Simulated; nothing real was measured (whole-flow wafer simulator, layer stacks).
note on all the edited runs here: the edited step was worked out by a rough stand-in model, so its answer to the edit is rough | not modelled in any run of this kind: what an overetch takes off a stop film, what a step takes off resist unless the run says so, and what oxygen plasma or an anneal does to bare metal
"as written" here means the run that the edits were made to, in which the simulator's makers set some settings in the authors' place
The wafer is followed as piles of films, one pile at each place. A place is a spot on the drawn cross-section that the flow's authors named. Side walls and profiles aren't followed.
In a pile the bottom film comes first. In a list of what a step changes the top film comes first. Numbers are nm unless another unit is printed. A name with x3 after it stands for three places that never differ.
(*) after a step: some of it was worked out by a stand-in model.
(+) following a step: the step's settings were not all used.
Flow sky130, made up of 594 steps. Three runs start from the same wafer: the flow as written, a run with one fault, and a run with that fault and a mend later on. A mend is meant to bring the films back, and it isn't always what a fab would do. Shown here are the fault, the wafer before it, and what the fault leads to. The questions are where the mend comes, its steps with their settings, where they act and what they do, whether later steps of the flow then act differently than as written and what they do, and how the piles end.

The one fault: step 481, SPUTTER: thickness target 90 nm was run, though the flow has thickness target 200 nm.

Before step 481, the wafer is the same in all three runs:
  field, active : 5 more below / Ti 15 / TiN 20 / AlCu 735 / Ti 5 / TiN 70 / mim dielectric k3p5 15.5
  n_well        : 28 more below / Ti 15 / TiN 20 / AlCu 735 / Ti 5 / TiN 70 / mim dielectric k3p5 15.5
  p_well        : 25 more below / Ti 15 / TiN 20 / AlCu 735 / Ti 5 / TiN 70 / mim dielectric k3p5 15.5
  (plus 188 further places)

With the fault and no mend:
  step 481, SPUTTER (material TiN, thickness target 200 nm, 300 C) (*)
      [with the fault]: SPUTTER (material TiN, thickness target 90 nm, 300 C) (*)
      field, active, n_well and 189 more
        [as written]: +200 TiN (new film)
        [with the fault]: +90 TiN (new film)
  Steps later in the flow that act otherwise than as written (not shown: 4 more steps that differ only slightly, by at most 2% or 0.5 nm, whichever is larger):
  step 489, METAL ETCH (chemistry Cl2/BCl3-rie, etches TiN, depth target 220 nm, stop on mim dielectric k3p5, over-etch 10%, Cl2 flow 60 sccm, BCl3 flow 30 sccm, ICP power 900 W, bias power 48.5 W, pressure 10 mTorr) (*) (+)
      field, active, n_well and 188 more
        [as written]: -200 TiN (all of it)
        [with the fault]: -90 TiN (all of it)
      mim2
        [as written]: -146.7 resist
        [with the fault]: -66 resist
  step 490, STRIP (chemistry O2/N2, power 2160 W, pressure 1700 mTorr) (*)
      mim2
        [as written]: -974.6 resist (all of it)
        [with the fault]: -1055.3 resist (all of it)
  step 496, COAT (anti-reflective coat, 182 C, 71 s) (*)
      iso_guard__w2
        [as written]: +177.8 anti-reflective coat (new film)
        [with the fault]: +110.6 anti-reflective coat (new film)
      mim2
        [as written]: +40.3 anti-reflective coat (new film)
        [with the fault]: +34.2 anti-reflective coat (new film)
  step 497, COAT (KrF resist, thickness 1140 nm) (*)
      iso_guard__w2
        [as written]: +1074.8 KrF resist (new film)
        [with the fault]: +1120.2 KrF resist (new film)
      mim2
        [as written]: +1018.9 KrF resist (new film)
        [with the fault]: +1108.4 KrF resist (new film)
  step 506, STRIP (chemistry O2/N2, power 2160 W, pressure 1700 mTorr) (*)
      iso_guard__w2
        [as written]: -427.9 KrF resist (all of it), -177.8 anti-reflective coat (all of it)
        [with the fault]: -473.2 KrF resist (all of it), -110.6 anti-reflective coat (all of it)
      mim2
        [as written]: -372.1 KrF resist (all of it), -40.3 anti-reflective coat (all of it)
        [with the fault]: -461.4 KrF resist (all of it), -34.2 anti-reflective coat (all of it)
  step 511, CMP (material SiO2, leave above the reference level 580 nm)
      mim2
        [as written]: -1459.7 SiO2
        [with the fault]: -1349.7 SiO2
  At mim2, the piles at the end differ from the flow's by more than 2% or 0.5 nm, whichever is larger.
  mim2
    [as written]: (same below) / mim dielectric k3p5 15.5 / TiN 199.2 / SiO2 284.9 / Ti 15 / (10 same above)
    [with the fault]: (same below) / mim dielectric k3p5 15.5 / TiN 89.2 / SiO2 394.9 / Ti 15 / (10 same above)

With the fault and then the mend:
  After step 488 comes the mend.
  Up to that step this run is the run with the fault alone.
  step 488a, STRIP (chemistry O2/N2, power 2160 W, pressure 1700 mTorr) (*)
      mim2
        -1121.3 resist (all of it)
  step 488b, SPUTTER (material TiN, thickness target 110 nm, 300 C) (*) (the flow's step 481, run once more with other settings)
      field, active, n_well and 189 more
        +110 TiN
  step 488c, HMDS (120 C, 60 s) (the flow's step 483, run once more)
      does not change any film at any place that is followed
  step 488d, COAT (resist, thickness 1140 nm) (the flow's step 484, run once more)
      field, active, n_well and 187 more
        +1140 resist (new film)
      m1, via3_hole
        +1140.6 resist (new film)
  step 488e, SOFTBAKE (resist) (the flow's step 485, run once more)
      does not change any film at any place that is followed
  step 488f, EXPOSE (photomask CAP2M, dose 177.7 mJ/cm2, NA 0.6, wavelength 365 nm) (*) (the flow's step 486, run once more)
      does not change any film at any place that is followed
  step 488g, PEB (resist, 70.3 s) (the flow's step 487, run once more)
      field, active, n_well and 189 more
        -18.7 resist
  step 488h, DEVELOP (resist, thickness 1140 nm, developer TMAH-0.26N, 60 s) (the flow's step 488, run once more)
      field, active, n_well and 186 more
        -1121.3 resist (all of it)
      m1, via3_hole
        -1121.9 resist (all of it)
  Every later step of the flow that is run acts as written at every place that is followed.
  By the end, the piles equal the flow's at every place that both follow.
